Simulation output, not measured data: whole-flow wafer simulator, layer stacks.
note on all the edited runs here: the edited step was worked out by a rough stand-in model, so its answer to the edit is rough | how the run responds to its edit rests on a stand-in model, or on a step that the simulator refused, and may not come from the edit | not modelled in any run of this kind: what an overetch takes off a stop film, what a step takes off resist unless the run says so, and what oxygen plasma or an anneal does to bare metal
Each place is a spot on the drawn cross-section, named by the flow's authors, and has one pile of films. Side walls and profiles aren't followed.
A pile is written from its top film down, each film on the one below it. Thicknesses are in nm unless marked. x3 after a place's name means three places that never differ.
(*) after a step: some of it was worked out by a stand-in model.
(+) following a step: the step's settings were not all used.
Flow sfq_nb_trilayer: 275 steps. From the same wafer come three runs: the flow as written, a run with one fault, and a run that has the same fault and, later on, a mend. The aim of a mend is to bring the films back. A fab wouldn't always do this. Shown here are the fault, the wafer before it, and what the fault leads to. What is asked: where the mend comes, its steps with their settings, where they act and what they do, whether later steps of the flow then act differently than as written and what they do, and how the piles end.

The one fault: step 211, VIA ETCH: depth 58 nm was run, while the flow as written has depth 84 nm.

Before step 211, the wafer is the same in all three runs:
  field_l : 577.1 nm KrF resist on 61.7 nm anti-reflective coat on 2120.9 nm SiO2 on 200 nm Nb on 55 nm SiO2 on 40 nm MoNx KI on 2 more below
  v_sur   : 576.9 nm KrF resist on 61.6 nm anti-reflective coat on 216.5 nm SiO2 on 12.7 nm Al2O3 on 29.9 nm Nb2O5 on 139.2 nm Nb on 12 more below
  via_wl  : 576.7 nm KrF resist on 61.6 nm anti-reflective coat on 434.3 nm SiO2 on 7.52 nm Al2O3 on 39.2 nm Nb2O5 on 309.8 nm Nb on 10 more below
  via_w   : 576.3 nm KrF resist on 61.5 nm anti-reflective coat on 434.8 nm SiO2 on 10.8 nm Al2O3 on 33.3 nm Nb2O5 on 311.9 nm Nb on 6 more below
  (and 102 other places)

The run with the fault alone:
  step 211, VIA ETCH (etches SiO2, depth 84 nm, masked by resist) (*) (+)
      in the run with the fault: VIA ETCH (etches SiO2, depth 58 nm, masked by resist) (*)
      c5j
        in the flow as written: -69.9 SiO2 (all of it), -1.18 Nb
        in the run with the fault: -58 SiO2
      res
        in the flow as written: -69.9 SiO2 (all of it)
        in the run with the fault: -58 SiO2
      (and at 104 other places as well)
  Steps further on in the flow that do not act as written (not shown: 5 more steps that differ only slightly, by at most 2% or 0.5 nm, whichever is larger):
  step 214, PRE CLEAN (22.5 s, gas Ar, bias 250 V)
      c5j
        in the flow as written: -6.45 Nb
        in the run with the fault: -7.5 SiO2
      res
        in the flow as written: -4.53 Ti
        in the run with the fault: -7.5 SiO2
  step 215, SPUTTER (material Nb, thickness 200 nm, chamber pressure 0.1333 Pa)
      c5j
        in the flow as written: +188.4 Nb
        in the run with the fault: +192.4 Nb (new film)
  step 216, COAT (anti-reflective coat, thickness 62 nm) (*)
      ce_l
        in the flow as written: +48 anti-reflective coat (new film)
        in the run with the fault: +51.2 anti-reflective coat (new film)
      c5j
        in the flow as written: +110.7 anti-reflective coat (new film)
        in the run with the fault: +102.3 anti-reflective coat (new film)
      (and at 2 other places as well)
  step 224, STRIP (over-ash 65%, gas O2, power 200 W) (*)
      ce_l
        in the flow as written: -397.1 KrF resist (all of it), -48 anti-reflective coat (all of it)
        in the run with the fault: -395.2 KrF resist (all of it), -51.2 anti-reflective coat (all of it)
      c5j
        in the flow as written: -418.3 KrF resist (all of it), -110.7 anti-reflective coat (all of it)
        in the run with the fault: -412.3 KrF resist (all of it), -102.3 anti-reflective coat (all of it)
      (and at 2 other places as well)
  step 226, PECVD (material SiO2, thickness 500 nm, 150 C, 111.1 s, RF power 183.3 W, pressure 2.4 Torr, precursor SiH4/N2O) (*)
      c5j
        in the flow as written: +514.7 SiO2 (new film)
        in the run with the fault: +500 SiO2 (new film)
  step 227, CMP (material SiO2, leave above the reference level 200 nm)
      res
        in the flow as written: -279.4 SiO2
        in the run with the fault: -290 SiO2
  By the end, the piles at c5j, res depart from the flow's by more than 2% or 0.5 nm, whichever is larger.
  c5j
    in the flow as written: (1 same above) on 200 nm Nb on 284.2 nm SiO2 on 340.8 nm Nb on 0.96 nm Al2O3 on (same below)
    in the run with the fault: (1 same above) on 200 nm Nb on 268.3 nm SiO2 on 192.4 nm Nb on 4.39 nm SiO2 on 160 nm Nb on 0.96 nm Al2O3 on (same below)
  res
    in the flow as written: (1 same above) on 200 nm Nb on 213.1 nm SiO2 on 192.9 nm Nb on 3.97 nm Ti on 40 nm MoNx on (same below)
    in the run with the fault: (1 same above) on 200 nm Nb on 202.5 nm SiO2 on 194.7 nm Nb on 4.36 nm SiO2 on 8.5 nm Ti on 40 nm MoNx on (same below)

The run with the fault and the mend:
  After step 211 comes the mend.
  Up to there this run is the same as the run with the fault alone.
  step 211a, VIA ETCH (etches SiO2, depth 26 nm, masked by resist) (*) (+) (a further turn of the flow's step 211, with different settings)
      field_l, v_sur, via_wl and 101 more
        -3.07 KrF resist
      c5j
        -11.9 SiO2 (all of it), -0.49 Nb
      res
        -11.9 SiO2 (all of it)
  None of the later steps of the flow differs from how it acts as written, at any place that is followed, by more than 2% or 0.5 nm, whichever is larger.
  When the end is reached, the piles differ only a little from the flow's at the places that both follow, at most by 2% or 0.5 nm, whichever is larger.
